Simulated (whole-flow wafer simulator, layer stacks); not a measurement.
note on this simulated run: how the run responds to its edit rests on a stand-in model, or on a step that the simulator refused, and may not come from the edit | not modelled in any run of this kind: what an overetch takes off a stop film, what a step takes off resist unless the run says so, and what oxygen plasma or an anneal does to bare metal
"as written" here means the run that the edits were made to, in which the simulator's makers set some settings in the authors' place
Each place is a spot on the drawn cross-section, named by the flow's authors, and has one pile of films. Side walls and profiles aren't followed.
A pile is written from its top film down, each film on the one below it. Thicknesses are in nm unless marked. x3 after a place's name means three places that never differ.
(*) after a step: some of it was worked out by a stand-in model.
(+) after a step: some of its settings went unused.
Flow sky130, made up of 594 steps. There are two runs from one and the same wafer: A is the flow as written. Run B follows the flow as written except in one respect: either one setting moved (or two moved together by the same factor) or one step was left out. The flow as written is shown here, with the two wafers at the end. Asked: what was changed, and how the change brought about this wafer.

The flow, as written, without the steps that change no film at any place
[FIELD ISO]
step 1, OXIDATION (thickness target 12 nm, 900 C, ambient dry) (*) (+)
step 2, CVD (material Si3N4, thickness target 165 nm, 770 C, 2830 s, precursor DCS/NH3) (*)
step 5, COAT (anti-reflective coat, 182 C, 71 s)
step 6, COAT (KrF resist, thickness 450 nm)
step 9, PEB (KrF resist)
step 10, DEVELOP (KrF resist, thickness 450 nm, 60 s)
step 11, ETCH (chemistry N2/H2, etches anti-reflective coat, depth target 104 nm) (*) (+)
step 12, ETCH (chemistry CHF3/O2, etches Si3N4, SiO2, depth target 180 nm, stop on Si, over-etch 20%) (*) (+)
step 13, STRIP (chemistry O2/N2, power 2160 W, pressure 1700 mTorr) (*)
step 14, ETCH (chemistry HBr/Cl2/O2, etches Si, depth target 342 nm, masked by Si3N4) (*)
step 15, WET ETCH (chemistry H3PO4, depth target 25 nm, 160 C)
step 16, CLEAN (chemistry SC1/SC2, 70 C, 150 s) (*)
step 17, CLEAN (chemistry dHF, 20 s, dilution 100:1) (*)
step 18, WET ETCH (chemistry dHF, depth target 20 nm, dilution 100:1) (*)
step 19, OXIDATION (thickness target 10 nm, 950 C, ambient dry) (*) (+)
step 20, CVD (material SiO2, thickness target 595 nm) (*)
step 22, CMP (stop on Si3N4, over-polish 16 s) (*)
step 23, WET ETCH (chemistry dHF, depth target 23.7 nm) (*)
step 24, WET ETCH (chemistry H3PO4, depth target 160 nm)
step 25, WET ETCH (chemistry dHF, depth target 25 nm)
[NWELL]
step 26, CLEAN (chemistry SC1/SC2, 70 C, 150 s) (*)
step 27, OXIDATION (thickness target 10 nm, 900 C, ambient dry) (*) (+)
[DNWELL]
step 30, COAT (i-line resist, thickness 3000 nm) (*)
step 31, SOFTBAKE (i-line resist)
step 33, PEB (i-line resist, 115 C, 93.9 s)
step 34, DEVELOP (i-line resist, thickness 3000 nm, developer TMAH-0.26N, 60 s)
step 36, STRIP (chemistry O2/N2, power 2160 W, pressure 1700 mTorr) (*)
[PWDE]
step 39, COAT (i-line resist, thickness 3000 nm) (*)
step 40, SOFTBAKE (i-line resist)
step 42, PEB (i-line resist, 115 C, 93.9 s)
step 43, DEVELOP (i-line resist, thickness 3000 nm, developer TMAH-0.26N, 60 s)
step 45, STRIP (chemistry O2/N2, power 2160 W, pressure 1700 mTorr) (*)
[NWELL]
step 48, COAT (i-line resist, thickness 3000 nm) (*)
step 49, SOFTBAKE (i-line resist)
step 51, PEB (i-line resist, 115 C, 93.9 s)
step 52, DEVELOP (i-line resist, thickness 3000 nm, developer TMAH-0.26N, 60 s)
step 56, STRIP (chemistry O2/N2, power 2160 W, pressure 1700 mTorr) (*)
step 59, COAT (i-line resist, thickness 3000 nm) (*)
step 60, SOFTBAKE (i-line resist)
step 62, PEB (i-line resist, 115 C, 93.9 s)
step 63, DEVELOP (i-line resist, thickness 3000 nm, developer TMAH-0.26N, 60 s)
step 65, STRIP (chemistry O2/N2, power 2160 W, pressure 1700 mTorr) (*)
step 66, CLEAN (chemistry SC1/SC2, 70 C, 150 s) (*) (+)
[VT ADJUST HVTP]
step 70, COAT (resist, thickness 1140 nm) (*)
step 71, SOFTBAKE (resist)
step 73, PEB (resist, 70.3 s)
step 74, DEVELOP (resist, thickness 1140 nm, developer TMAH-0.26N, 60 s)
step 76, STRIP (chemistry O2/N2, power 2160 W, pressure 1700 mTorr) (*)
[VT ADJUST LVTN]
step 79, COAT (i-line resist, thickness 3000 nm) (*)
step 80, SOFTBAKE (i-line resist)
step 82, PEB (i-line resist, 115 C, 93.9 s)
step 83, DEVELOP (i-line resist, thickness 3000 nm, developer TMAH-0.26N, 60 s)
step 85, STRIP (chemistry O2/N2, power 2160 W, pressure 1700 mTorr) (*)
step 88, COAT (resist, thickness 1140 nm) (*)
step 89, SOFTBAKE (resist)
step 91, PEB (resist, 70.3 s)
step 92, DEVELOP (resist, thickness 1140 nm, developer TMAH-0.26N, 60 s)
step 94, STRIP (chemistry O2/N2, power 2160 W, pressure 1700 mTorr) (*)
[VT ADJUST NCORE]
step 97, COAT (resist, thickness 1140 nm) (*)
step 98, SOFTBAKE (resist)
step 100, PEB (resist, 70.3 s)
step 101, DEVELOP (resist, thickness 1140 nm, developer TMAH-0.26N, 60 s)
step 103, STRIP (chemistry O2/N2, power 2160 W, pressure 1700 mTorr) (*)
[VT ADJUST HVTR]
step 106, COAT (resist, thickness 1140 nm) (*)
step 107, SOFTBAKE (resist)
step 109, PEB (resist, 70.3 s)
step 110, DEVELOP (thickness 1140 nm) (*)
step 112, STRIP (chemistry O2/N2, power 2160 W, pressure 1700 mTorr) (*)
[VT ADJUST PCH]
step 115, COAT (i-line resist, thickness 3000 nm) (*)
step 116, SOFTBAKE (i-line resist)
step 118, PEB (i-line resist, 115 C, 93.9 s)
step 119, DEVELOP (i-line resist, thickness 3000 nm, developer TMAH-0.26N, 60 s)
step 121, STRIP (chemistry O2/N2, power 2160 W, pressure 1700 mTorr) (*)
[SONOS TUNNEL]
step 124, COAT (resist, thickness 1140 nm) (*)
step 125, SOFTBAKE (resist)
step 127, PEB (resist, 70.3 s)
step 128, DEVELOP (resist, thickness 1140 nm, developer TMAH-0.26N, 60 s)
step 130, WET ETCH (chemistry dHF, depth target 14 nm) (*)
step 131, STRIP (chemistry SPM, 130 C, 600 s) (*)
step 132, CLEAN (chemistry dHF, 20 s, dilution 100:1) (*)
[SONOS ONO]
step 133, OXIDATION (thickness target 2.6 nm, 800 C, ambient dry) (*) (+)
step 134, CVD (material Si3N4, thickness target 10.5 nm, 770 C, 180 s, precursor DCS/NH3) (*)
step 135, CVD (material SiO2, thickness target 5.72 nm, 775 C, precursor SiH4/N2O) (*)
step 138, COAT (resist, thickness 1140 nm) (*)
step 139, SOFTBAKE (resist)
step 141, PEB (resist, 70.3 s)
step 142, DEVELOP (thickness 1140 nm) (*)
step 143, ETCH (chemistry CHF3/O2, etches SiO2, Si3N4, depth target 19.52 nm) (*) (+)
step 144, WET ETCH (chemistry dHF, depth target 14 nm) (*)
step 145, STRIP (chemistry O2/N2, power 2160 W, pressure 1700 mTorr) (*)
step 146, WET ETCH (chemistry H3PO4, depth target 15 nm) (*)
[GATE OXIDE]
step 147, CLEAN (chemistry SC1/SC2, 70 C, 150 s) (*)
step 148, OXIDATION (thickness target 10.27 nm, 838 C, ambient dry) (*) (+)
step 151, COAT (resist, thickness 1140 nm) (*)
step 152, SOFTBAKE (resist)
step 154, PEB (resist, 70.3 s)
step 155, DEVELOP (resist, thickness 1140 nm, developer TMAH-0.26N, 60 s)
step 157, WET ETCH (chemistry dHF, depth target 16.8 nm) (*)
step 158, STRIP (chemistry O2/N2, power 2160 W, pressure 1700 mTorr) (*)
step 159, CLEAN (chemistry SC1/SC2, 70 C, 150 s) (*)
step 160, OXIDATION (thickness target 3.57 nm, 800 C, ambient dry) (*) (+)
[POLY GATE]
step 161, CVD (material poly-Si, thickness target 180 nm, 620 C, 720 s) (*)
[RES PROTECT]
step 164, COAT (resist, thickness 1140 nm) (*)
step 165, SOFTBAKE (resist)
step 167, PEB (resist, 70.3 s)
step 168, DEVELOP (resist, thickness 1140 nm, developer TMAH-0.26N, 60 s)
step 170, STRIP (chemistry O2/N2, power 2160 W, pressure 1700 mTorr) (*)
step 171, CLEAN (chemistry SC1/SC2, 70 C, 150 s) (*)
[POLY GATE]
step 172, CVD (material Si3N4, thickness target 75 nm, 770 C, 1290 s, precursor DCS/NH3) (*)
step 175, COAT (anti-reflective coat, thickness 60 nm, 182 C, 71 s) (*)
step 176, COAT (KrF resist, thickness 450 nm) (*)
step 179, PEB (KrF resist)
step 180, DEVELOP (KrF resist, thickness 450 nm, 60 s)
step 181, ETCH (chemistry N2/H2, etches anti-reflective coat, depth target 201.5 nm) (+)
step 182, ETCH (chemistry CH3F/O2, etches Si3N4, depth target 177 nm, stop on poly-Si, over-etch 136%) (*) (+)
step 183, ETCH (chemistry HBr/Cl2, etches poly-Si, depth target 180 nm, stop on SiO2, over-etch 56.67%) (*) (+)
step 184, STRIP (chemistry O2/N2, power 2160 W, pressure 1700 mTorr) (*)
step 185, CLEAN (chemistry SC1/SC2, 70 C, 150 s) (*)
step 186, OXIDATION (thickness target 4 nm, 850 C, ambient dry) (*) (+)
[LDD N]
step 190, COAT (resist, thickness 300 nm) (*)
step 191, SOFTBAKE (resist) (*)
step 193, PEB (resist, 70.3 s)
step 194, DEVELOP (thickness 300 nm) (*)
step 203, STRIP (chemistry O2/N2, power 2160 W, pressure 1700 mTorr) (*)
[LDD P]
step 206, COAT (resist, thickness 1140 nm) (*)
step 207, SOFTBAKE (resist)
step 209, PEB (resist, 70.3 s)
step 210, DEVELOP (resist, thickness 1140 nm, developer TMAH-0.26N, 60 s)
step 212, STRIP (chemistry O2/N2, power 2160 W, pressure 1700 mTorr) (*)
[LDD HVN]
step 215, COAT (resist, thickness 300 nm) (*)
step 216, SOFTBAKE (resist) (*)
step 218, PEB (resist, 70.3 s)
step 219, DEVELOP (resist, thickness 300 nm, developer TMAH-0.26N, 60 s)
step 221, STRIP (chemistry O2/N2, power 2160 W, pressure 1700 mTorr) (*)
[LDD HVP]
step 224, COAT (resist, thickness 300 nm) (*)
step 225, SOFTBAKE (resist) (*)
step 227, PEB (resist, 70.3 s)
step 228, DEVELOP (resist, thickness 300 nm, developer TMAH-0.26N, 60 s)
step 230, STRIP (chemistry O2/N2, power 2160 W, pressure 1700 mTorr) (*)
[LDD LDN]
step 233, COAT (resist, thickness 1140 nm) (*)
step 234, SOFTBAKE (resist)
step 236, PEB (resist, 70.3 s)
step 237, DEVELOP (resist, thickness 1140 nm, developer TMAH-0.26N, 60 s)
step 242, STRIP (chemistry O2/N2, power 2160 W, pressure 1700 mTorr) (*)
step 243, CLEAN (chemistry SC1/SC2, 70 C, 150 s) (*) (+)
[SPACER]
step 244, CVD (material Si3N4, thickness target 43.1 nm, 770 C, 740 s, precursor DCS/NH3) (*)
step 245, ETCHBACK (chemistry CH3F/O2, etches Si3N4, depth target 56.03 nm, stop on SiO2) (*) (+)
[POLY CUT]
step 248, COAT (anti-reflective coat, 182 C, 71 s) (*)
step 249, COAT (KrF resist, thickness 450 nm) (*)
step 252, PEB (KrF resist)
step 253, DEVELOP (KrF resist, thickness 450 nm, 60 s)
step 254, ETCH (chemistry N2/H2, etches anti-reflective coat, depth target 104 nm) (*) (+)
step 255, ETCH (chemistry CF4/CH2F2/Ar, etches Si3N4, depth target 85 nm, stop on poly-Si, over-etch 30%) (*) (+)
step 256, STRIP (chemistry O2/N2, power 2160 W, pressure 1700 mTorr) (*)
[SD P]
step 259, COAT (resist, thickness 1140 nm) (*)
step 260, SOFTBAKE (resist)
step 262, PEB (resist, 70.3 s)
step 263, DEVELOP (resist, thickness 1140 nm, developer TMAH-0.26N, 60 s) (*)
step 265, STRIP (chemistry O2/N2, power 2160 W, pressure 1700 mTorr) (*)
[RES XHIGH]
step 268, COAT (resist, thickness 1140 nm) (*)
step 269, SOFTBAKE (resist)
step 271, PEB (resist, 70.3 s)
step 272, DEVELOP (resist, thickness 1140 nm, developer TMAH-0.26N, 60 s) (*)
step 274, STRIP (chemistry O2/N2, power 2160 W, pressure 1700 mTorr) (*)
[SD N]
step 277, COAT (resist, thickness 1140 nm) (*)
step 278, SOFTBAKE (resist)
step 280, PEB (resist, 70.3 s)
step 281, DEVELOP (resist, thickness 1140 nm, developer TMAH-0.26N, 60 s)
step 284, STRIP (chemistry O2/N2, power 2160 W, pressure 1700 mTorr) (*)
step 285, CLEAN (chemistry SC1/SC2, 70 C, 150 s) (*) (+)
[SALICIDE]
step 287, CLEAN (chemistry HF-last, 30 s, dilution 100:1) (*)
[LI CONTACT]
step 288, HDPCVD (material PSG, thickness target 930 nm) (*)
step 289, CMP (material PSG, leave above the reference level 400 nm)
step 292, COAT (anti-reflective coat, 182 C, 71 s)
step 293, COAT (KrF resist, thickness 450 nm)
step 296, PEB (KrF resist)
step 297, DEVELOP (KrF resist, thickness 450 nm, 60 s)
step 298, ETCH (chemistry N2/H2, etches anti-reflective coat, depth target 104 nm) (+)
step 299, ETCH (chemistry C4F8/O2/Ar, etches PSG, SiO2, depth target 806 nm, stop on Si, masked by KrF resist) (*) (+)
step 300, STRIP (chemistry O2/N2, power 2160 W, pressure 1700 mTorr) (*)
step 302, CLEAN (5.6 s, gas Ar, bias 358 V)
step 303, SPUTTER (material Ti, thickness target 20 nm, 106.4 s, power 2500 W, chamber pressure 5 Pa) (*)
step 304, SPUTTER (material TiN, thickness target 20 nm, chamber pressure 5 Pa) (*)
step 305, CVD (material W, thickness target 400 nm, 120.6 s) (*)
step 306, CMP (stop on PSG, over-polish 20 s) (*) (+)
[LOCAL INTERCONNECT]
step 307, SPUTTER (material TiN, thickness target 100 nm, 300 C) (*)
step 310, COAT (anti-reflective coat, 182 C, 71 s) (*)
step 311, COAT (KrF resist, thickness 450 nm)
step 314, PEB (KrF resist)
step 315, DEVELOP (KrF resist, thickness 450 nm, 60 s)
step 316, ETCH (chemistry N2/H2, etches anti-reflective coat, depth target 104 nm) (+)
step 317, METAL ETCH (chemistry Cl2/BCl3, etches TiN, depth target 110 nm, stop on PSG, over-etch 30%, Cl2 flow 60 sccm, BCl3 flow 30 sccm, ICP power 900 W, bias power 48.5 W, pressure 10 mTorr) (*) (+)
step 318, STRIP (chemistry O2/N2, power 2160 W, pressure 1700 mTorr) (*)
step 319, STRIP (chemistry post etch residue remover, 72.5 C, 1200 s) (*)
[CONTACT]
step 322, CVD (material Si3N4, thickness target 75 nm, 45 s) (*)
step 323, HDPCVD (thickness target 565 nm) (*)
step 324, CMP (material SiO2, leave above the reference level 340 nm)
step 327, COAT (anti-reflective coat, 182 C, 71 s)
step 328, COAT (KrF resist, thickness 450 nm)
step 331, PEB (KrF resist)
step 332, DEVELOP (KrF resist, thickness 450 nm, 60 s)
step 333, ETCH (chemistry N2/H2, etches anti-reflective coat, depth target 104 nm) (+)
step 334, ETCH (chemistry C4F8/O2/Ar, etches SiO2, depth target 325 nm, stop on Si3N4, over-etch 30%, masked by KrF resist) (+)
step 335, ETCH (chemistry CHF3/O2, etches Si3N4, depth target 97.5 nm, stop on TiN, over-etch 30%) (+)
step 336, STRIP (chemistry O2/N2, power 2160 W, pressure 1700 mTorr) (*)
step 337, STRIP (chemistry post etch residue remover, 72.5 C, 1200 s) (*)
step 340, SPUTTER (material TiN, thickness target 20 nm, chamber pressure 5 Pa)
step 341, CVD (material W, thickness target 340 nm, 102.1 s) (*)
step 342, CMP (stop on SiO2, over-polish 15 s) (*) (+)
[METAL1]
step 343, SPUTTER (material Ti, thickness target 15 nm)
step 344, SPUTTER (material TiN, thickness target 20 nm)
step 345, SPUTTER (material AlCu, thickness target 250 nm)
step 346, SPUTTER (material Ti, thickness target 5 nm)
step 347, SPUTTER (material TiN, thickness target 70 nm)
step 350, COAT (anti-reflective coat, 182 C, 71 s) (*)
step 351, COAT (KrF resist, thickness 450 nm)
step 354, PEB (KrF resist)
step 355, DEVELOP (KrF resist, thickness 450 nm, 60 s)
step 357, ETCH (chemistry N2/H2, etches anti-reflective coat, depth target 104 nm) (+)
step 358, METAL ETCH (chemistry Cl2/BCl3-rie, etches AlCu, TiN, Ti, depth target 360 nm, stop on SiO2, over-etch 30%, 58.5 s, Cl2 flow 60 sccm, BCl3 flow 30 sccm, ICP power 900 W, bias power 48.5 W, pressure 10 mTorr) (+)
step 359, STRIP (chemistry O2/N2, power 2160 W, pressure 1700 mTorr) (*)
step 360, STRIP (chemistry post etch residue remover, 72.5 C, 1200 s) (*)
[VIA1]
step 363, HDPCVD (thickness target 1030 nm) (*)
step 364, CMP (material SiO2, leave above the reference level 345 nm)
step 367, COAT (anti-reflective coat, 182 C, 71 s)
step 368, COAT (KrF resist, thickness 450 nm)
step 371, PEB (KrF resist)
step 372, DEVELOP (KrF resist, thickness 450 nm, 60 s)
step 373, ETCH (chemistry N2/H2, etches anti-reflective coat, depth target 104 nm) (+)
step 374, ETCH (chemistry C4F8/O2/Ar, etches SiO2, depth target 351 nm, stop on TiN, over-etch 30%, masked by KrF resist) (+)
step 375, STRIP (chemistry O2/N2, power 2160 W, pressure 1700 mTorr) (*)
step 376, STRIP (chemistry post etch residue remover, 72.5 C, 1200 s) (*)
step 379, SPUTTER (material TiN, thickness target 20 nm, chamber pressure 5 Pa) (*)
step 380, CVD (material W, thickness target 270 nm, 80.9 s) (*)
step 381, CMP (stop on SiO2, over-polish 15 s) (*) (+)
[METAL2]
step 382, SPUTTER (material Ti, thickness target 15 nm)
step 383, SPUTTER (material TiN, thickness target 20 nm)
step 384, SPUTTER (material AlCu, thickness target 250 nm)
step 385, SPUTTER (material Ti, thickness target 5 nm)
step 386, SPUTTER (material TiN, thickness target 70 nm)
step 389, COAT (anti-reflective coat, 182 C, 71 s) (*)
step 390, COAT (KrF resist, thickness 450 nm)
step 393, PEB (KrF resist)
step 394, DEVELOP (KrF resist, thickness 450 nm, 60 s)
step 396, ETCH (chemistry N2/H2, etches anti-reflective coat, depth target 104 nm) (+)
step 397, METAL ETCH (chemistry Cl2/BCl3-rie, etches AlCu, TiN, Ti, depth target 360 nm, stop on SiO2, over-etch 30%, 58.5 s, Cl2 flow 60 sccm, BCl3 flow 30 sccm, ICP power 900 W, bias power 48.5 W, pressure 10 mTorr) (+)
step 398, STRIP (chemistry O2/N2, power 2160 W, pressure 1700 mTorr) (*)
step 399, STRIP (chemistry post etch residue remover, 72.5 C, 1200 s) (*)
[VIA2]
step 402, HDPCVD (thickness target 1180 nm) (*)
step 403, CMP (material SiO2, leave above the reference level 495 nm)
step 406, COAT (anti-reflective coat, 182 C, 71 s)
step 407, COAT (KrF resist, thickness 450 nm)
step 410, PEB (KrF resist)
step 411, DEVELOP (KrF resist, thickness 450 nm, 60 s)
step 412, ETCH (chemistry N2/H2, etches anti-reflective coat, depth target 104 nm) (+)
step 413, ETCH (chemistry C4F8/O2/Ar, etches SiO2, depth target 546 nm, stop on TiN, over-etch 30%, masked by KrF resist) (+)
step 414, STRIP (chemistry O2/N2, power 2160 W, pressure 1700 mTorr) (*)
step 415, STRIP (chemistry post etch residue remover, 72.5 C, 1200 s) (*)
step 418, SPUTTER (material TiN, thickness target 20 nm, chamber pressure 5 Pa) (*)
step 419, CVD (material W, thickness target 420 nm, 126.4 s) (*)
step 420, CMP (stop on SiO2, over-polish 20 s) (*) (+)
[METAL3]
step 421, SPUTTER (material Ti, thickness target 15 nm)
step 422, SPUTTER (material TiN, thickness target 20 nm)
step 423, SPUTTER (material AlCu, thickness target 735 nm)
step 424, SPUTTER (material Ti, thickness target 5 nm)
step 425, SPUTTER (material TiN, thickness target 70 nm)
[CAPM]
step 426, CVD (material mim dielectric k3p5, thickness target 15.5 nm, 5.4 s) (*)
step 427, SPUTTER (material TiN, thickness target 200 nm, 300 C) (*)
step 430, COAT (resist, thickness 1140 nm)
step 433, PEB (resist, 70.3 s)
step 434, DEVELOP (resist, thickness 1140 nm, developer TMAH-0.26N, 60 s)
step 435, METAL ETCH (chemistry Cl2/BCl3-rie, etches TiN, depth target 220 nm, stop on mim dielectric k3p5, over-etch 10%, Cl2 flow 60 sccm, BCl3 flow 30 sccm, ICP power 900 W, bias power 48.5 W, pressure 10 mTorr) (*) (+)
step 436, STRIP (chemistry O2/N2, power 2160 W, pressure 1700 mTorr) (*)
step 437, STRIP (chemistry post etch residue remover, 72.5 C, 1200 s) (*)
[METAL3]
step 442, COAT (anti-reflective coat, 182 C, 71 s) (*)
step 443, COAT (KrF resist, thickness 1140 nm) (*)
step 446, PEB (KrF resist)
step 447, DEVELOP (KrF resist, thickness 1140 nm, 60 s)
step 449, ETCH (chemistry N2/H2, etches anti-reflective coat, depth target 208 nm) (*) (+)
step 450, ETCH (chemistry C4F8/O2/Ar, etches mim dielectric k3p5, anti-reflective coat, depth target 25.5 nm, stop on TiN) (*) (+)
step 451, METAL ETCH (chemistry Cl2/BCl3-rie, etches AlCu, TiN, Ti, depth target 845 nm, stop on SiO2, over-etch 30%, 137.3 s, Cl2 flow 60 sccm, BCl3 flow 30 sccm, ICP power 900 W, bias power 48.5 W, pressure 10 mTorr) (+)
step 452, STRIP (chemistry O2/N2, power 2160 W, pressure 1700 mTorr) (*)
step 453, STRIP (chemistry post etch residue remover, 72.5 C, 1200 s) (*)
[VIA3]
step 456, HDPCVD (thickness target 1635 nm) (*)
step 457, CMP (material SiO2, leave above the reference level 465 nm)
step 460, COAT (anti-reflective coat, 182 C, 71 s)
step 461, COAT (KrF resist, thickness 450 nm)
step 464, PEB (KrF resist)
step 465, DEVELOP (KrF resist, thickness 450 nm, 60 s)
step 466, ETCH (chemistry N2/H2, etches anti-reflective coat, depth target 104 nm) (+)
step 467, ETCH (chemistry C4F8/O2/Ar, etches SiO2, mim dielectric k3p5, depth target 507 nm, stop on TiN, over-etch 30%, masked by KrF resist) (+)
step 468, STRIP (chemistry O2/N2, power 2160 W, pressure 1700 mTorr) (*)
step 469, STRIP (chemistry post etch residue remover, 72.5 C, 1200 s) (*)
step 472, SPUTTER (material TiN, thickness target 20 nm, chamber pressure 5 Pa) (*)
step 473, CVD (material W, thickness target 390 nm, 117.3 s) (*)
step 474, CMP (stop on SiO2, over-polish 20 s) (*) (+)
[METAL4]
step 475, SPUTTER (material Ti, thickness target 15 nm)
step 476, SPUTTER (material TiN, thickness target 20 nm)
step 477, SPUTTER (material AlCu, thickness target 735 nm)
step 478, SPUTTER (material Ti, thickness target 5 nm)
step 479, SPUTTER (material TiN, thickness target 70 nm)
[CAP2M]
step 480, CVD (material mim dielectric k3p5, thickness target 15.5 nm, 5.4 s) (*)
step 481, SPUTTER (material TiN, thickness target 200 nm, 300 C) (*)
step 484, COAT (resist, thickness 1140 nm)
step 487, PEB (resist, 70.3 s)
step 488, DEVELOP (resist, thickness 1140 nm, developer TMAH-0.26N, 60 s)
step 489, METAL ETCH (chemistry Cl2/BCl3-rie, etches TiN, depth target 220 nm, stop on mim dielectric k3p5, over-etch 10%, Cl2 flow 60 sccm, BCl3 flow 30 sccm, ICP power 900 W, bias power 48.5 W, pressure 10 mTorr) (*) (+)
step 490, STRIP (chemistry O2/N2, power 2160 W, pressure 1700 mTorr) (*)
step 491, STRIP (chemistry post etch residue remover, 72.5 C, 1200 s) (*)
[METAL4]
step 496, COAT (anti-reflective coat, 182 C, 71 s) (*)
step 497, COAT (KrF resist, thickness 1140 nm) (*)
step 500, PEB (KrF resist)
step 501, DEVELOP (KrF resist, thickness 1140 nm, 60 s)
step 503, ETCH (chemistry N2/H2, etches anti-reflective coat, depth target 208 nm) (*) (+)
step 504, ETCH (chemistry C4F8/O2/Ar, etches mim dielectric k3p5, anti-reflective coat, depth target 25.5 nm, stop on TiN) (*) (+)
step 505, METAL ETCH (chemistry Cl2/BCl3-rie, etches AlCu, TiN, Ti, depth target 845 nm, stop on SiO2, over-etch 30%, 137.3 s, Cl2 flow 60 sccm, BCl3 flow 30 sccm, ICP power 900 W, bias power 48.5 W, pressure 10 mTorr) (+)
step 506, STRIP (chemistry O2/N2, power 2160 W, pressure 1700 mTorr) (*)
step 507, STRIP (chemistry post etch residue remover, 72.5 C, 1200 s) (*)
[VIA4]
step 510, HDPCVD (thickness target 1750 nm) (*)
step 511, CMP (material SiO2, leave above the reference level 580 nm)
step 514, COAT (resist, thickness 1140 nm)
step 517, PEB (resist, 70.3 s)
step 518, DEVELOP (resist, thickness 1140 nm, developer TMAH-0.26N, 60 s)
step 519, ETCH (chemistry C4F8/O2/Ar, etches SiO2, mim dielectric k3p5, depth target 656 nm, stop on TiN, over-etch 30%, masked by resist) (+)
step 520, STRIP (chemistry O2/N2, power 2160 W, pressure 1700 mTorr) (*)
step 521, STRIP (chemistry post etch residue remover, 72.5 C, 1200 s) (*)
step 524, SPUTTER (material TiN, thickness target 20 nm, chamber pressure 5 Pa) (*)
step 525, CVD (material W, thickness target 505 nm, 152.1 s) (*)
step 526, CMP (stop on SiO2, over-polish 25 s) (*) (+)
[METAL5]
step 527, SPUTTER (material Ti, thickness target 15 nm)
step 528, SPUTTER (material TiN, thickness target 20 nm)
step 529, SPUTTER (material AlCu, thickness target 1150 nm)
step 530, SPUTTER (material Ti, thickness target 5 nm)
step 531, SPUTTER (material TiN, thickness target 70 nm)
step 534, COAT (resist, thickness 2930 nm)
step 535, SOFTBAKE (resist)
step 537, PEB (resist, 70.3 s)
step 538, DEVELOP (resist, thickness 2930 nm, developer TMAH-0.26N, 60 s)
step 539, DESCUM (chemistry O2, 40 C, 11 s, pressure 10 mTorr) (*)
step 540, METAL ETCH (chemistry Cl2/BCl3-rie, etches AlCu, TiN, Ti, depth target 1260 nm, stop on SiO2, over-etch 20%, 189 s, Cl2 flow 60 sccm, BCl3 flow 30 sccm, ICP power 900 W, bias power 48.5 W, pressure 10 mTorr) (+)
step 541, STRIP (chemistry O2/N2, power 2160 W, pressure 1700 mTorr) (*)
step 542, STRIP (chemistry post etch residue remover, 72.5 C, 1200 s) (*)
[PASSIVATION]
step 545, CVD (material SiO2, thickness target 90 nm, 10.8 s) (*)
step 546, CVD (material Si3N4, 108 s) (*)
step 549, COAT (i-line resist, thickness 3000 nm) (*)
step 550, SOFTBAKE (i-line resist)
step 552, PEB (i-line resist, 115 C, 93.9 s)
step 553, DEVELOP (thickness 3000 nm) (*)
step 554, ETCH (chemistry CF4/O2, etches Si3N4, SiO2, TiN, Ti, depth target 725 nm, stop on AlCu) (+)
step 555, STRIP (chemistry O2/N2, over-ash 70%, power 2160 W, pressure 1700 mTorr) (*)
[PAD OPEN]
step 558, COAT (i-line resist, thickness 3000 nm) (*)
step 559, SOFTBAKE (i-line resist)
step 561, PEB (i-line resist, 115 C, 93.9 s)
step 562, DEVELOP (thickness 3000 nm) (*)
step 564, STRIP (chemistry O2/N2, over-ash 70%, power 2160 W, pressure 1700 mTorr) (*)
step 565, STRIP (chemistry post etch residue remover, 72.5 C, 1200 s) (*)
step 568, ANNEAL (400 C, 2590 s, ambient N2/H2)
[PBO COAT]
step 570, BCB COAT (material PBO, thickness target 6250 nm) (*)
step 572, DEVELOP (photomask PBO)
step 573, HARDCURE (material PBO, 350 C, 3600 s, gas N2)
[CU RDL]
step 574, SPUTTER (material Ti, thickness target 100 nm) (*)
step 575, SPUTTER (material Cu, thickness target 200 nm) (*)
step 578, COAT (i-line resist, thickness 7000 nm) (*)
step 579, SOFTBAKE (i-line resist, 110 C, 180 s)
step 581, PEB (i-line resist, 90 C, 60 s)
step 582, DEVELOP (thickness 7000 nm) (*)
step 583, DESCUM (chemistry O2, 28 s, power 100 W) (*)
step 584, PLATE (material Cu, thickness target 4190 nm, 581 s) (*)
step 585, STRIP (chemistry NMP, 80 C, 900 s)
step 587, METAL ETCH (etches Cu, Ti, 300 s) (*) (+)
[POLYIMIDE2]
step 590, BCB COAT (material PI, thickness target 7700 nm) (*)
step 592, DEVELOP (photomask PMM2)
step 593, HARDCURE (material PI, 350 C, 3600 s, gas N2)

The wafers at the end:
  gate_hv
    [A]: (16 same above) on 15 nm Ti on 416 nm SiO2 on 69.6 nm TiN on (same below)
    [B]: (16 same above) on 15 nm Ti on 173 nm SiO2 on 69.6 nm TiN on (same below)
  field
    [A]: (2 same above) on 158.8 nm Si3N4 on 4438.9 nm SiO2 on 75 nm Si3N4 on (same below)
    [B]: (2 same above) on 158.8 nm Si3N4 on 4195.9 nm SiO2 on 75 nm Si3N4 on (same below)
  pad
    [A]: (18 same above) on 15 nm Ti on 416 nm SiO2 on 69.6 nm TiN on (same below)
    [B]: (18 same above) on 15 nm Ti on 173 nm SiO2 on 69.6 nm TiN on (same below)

What caused this: step 403, CMP: leave above the reference level 252 nm was run, whereas the flow has leave above the reference level 495 nm.

Step by step, how the change led to this:
  step 403, CMP (material SiO2, leave above the reference level 495 nm)
      n_well, p_well, gate_hv and 101 more: A SiO2 loses 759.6 | B SiO2 loses 1002.6
      field, active, gate and 82 more: A SiO2 loses 389.1 | B SiO2 loses 632.1
      (and at 2 other places as well)
  step 413, ETCH (chemistry C4F8/O2/Ar, etches SiO2, depth target 546 nm, stop on TiN, over-etch 30%, masked by KrF resist) (+)
      field, active, n_well and 186 more: A KrF resist loses 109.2 | B KrF resist loses 46.1
      m1: A SiO2 loses 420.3 (all of it) | B SiO2 loses 177.3 (all of it)
      (and at 1 other place as well)
  step 414, STRIP (chemistry O2/N2, power 2160 W, pressure 1700 mTorr) (*)
      field, active, n_well and 186 more: A KrF resist loses 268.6 (all of it), anti-reflective coat loses 80 (all of it) | B KrF resist loses 331.7 (all of it), anti-reflective coat loses 80 (all of it)
  step 418, SPUTTER (material TiN, thickness target 20 nm, chamber pressure 5 Pa) (*)
      m1, via2_hole: A TiN gains 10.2 | B TiN gains 14
  step 419, CVD (material W, thickness target 420 nm, 126.4 s) (*)
      m1: A W gains 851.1 (new film) | B W gains 604.3 (new film)
      via2_hole: A W gains 850.7 (new film) | B W gains 603.8 (new film)
